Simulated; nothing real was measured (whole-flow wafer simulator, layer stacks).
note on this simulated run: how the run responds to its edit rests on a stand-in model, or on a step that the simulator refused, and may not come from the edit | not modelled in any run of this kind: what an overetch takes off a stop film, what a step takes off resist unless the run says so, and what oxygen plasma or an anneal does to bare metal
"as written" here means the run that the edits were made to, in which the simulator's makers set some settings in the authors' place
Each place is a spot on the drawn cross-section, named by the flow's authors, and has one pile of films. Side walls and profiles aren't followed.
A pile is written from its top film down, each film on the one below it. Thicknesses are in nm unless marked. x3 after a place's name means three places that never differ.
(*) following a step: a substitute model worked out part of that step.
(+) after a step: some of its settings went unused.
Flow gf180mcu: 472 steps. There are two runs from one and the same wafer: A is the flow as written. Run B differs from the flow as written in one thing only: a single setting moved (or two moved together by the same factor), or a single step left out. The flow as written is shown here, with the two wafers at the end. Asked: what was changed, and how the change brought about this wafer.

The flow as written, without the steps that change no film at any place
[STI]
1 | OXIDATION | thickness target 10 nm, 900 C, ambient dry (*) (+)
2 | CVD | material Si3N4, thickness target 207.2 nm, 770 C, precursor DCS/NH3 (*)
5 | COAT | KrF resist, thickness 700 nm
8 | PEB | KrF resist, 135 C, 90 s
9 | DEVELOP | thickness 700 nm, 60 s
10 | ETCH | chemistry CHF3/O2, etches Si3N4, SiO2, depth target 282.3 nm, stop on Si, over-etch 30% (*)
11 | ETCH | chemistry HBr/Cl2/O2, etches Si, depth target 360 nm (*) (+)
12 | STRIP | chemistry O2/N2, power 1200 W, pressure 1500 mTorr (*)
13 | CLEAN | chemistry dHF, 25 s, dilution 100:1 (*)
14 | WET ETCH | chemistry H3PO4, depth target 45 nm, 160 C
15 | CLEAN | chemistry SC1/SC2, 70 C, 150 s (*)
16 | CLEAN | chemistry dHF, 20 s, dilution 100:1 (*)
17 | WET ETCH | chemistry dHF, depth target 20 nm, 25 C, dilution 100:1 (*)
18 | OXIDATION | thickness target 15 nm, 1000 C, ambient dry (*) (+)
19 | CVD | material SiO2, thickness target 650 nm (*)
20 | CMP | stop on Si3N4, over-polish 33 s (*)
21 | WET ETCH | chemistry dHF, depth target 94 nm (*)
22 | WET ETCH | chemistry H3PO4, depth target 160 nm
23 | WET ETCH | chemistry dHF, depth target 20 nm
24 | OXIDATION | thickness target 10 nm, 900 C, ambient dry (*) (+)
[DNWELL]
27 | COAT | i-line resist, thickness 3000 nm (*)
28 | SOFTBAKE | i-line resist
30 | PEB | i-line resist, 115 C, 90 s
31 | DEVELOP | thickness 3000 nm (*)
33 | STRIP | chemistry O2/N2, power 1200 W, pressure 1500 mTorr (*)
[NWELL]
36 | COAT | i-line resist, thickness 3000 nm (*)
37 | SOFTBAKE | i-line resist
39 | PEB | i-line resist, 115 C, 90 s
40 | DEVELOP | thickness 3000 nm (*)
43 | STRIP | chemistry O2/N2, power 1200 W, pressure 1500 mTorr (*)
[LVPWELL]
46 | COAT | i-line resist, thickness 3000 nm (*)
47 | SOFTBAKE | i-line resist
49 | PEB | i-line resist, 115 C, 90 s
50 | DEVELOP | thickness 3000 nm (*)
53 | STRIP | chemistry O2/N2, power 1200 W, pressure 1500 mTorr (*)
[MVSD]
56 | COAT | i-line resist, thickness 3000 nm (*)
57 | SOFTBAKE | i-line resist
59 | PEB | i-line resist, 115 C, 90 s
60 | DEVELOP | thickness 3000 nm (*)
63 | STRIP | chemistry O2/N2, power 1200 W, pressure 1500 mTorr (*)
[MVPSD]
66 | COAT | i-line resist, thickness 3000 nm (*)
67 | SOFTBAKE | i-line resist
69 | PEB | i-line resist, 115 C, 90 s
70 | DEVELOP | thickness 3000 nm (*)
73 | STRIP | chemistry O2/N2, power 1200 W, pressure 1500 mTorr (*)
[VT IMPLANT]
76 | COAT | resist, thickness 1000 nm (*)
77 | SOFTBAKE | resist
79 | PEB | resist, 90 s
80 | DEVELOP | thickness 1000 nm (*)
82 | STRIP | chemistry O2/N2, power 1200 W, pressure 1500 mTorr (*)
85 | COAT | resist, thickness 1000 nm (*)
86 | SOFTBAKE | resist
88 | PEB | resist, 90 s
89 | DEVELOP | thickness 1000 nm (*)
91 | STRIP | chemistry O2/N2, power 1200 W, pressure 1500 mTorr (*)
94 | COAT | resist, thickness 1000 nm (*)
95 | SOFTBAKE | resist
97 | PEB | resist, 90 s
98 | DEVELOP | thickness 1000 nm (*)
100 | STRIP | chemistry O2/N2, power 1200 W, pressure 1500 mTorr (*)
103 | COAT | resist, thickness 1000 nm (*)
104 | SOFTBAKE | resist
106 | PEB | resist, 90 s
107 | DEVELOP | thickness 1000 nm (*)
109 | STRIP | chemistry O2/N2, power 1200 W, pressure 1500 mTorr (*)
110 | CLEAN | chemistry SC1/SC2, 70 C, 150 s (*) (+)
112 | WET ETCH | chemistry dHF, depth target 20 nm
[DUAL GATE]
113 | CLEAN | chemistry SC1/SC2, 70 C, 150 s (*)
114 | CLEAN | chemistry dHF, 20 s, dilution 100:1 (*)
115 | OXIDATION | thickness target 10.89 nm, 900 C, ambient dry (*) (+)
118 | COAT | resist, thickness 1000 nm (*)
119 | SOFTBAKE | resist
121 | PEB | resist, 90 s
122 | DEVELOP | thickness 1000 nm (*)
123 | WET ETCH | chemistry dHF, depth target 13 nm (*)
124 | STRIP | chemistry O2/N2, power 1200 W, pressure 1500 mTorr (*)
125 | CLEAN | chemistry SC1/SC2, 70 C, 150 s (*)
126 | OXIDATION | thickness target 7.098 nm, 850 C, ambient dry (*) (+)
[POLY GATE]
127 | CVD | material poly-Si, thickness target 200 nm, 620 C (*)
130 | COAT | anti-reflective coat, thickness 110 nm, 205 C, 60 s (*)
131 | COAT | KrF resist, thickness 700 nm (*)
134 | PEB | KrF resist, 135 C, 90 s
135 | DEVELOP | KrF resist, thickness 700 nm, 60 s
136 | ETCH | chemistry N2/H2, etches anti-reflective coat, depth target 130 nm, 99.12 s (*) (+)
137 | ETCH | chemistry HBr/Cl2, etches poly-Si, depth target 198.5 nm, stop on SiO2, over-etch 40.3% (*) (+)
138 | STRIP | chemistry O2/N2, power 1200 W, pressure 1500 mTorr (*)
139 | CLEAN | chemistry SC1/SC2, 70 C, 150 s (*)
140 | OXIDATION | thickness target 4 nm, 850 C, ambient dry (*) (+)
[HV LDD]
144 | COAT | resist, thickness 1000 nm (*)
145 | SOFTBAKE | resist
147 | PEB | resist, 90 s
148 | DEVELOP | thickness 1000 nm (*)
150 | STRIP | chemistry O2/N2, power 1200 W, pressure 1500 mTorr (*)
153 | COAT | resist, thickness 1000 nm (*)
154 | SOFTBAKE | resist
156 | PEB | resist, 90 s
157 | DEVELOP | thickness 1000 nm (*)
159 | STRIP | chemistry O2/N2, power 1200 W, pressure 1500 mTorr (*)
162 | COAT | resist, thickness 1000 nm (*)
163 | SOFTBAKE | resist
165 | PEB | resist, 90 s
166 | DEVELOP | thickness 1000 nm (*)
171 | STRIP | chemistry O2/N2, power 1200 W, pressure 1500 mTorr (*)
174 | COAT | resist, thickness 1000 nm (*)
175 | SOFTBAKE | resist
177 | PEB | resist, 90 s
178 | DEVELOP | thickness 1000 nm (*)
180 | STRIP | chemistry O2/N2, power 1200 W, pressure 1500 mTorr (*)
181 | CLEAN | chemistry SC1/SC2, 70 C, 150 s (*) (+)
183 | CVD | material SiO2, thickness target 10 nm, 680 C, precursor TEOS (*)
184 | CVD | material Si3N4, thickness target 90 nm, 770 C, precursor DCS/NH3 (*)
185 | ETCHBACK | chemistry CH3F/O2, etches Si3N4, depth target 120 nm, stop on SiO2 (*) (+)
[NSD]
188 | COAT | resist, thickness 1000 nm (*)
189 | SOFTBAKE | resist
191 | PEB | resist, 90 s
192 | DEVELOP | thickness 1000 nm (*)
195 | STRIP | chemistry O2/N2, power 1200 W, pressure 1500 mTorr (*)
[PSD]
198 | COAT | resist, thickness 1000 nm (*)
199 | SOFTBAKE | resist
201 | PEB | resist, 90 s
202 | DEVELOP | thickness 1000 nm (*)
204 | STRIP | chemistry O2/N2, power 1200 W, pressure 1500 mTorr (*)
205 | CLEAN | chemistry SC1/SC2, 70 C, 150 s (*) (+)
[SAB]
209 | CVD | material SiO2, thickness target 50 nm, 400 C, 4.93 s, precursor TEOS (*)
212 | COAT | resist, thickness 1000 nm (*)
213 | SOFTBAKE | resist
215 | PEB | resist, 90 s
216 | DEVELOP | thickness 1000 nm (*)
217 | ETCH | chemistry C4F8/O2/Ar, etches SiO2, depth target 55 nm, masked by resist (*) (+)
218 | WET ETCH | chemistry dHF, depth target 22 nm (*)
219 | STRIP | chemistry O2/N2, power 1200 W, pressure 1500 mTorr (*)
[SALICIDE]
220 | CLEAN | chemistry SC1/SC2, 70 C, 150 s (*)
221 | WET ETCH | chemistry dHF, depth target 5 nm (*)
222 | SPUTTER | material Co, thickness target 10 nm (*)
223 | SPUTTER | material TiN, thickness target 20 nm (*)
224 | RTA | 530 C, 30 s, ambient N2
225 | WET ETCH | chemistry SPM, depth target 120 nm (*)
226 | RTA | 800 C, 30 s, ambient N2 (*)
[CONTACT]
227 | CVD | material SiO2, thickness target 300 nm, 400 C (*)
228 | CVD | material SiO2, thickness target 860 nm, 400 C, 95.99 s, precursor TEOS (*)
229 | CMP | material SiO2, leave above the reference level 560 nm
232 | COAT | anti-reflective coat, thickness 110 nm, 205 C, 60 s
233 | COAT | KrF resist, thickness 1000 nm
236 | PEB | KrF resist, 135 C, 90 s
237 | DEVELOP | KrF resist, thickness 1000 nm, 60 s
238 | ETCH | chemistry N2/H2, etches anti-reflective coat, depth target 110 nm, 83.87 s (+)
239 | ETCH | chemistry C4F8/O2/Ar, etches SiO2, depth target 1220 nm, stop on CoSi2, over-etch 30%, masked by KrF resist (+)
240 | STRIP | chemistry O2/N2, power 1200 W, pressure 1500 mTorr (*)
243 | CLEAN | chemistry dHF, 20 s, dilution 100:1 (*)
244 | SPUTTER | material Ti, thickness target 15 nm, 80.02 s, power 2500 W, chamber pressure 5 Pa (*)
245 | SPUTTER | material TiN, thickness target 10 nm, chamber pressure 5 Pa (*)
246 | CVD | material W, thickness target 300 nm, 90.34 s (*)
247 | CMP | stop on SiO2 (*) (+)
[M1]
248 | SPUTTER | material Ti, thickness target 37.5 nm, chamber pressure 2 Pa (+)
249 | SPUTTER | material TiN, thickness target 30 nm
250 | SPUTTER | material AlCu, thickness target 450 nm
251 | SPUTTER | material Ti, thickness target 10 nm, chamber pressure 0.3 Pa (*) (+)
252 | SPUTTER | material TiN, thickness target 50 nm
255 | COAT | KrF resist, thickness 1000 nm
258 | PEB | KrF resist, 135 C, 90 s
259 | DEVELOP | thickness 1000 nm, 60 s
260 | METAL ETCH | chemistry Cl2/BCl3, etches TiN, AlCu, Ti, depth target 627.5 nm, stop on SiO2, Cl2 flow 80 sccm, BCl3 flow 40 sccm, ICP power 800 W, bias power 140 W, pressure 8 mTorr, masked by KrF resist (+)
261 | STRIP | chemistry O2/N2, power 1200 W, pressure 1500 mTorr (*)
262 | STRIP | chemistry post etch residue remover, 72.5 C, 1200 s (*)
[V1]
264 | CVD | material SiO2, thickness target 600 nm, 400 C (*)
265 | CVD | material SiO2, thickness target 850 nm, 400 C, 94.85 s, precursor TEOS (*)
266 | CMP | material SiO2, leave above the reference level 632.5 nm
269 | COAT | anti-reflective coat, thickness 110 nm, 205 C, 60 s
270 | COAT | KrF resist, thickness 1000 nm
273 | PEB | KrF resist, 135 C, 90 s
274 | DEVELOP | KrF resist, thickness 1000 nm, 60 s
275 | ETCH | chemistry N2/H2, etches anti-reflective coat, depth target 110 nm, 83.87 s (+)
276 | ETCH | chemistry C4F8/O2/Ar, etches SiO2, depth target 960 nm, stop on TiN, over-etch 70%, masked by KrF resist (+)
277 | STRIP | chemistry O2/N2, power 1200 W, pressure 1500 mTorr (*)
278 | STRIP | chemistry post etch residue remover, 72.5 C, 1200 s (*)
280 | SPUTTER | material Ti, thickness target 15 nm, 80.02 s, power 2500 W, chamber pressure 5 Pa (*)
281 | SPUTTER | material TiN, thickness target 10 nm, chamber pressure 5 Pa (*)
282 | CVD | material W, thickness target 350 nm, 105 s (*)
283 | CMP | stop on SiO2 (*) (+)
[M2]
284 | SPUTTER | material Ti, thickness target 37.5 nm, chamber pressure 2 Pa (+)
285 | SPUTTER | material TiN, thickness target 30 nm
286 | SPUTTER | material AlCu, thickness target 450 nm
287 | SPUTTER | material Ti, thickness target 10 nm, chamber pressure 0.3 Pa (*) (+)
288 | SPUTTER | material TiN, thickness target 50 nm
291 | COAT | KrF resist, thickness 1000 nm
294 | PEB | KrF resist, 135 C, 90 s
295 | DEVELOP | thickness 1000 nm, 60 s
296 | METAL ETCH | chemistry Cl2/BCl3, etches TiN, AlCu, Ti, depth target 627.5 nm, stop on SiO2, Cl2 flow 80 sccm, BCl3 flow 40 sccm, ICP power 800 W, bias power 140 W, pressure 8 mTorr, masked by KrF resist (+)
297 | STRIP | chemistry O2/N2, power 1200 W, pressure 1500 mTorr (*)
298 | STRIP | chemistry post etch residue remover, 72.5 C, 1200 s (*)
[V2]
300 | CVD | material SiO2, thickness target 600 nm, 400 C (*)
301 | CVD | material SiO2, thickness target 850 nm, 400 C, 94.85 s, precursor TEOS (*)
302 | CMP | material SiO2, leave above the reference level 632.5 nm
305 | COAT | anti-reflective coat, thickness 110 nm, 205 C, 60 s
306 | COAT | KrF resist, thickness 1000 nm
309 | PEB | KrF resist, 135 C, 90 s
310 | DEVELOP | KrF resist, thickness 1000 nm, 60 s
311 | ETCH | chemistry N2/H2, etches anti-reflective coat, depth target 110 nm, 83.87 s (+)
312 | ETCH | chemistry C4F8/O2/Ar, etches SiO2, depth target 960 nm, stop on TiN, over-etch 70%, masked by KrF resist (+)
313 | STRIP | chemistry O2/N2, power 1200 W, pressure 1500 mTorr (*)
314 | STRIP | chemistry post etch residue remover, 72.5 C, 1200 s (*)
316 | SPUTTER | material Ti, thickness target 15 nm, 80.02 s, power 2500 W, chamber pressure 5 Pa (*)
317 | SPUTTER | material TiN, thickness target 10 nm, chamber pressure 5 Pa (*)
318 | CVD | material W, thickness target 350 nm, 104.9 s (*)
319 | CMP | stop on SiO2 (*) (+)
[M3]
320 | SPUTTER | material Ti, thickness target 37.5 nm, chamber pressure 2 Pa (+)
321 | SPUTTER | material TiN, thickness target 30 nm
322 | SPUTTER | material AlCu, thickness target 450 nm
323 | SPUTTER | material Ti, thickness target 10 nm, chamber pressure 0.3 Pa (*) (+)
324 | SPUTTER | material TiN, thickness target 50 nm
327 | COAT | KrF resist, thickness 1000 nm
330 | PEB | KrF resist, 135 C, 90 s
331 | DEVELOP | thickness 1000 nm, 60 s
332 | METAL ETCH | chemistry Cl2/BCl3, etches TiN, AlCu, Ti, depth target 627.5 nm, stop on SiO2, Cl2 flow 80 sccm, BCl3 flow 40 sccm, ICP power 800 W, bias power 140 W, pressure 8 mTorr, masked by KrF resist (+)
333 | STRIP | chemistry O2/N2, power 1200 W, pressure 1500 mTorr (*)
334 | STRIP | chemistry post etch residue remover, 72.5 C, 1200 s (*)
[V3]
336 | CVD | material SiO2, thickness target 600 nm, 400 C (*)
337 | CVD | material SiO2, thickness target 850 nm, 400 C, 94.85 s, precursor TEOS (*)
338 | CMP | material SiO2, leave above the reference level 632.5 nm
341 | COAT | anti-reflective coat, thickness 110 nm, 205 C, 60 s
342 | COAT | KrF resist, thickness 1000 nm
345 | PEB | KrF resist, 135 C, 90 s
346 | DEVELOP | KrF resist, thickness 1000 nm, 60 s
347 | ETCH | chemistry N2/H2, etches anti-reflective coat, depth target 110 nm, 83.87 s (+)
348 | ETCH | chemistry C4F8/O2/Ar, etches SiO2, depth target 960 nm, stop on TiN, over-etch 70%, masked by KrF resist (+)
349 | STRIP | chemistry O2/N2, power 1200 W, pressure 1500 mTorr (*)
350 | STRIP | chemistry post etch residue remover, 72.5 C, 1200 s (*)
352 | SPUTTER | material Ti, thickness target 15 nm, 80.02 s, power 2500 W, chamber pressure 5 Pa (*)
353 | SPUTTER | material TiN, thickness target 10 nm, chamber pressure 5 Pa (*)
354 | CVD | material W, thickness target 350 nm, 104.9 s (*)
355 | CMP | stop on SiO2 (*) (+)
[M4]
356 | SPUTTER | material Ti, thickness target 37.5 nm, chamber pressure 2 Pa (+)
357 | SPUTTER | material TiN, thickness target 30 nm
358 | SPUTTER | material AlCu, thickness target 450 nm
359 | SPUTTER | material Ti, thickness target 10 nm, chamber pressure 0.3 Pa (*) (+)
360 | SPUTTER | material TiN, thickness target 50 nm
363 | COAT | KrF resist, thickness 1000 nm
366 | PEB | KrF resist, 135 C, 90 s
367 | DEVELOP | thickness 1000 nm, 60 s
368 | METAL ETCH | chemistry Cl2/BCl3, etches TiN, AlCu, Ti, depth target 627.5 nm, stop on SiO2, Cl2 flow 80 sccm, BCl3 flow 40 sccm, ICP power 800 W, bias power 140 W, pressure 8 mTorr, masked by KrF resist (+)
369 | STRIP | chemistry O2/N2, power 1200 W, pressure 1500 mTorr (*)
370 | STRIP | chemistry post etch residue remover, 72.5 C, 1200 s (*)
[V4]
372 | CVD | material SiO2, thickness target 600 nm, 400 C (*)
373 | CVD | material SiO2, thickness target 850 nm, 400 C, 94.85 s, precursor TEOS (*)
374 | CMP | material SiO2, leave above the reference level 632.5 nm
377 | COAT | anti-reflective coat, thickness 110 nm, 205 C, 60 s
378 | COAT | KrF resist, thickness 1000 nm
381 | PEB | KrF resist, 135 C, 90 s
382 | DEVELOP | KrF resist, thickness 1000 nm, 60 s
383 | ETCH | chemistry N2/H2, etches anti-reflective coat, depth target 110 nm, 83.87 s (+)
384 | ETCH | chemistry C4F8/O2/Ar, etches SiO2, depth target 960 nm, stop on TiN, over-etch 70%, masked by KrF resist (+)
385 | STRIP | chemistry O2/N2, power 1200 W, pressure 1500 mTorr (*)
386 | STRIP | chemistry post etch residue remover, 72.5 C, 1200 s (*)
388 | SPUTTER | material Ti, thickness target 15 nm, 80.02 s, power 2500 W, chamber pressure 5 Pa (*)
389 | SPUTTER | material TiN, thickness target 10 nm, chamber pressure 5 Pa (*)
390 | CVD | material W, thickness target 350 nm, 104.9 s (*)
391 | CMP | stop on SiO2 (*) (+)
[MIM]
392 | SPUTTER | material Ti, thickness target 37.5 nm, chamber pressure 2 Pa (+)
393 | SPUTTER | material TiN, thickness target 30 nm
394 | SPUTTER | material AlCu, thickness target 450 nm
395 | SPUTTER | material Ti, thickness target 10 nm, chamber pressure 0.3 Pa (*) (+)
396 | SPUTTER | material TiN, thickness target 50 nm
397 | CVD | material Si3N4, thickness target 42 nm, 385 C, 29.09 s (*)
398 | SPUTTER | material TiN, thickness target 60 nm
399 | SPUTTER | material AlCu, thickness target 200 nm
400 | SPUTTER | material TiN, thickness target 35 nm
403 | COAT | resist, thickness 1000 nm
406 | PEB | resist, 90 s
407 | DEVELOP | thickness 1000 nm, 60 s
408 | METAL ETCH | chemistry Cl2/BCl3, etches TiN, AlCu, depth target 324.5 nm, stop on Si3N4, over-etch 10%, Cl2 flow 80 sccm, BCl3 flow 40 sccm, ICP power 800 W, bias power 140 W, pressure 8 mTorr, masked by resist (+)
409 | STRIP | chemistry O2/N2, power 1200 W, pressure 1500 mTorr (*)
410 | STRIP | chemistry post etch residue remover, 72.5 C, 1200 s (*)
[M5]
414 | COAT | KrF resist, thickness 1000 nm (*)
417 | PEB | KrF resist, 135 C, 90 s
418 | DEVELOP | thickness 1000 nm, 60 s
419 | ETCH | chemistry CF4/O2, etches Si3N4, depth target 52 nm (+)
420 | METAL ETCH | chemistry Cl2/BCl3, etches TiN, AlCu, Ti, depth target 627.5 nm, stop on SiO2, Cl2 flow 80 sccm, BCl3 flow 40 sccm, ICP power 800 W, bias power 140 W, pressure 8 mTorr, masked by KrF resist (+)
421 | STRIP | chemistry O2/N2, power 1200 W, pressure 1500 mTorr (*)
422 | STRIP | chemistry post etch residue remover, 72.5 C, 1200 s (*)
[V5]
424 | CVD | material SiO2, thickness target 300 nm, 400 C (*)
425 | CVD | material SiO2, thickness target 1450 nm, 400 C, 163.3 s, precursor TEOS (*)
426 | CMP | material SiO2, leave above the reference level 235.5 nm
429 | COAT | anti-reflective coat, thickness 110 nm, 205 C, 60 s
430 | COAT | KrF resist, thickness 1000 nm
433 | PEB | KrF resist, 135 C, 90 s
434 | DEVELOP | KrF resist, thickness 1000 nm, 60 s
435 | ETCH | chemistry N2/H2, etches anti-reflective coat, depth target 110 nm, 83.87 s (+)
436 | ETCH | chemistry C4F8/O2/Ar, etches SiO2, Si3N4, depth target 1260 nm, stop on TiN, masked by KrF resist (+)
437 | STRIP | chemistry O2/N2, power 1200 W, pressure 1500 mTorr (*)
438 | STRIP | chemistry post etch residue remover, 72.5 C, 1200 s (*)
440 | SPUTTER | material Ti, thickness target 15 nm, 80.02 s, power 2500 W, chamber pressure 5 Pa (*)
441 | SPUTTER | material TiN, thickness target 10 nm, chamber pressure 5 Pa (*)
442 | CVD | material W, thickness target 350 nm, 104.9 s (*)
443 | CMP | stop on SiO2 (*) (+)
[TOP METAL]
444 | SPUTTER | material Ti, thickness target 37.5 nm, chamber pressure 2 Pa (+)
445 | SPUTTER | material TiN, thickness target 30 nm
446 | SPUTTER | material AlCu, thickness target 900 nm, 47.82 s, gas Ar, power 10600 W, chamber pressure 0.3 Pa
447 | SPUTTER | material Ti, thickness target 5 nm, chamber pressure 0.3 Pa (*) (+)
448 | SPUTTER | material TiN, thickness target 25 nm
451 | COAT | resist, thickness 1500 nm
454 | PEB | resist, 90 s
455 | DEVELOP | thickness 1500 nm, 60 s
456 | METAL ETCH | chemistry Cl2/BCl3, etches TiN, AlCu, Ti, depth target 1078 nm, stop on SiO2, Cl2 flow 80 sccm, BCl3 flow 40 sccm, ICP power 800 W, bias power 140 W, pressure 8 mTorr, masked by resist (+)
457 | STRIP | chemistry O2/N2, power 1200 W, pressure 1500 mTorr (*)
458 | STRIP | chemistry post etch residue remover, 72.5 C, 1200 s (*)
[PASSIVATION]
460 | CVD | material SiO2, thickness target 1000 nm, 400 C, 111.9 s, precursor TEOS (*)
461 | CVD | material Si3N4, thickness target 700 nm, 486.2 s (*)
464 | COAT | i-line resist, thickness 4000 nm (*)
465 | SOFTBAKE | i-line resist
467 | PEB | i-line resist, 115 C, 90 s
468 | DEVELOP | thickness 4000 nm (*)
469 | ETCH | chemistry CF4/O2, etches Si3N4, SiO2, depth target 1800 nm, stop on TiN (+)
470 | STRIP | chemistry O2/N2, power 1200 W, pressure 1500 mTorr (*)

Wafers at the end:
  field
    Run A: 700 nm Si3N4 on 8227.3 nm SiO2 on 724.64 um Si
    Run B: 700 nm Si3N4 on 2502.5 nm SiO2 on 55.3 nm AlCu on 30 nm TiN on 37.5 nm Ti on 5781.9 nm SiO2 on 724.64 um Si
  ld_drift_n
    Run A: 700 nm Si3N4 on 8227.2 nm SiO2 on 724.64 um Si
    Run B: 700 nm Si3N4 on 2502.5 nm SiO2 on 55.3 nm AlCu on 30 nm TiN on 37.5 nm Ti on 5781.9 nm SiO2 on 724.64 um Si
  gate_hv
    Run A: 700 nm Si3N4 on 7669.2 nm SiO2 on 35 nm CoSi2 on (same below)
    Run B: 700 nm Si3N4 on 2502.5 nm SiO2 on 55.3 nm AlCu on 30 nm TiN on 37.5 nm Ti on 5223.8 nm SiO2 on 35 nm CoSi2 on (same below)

The reason: step 394, SPUTTER: thickness target 630 nm was run, while the flow as written has thickness target 450 nm.

The path from the change to this, step by step:
  394 | SPUTTER | material AlCu, thickness target 450 nm
      field, field__w1, field__w2 and 108 more: A +450 AlCu (new film) | B +630 AlCu (new film)
  420 | METAL ETCH | chemistry Cl2/BCl3, etches TiN, AlCu, Ti, depth target 627.5 nm, stop on SiO2, Cl2 flow 80 sccm, BCl3 flow 40 sccm, ICP power 800 W, bias power 140 W, pressure 8 mTorr, masked by KrF resist (+)
      field, field__w1, field__w2 and 101 more: A -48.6 TiN (all of it), -10 Ti (all of it), -450 AlCu (all of it), -30 TiN (all of it), -37.5 Ti (all of it) | B -48.6 TiN (all of it), -10 Ti (all of it), -568.9 AlCu
  422 | STRIP | chemistry post etch residue remover, 72.5 C, 1200 s (*)
      field, field__w1, field__w2 and 101 more: A nothing | B -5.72 AlCu
  424 | CVD | material SiO2, thickness target 300 nm, 400 C (*)
      field, field__w1, field__w2 and 101 more: A +300 SiO2 | B +300 SiO2 (new film)
  426 | CMP | material SiO2, leave above the reference level 235.5 nm
      field, field__w1, field__w5 and 92 more: A -300.8 SiO2 | B -243.7 SiO2
      field__w2, field__w3, field__w12 and 6 more: A -272.7 SiO2 | B -212.9 SiO2
With metal films that touch counted as one body, field has 1 body; the flow as written gives 0 bodies.
With metal films that touch counted as one body, ld_drift_n has 1 body; the flow as written gives 0 bodies.
With metal films that touch counted as one body, gate_hv has 2 bodies (between them, from the top down: SiO2 5223.8); the flow as written gives 1 body.
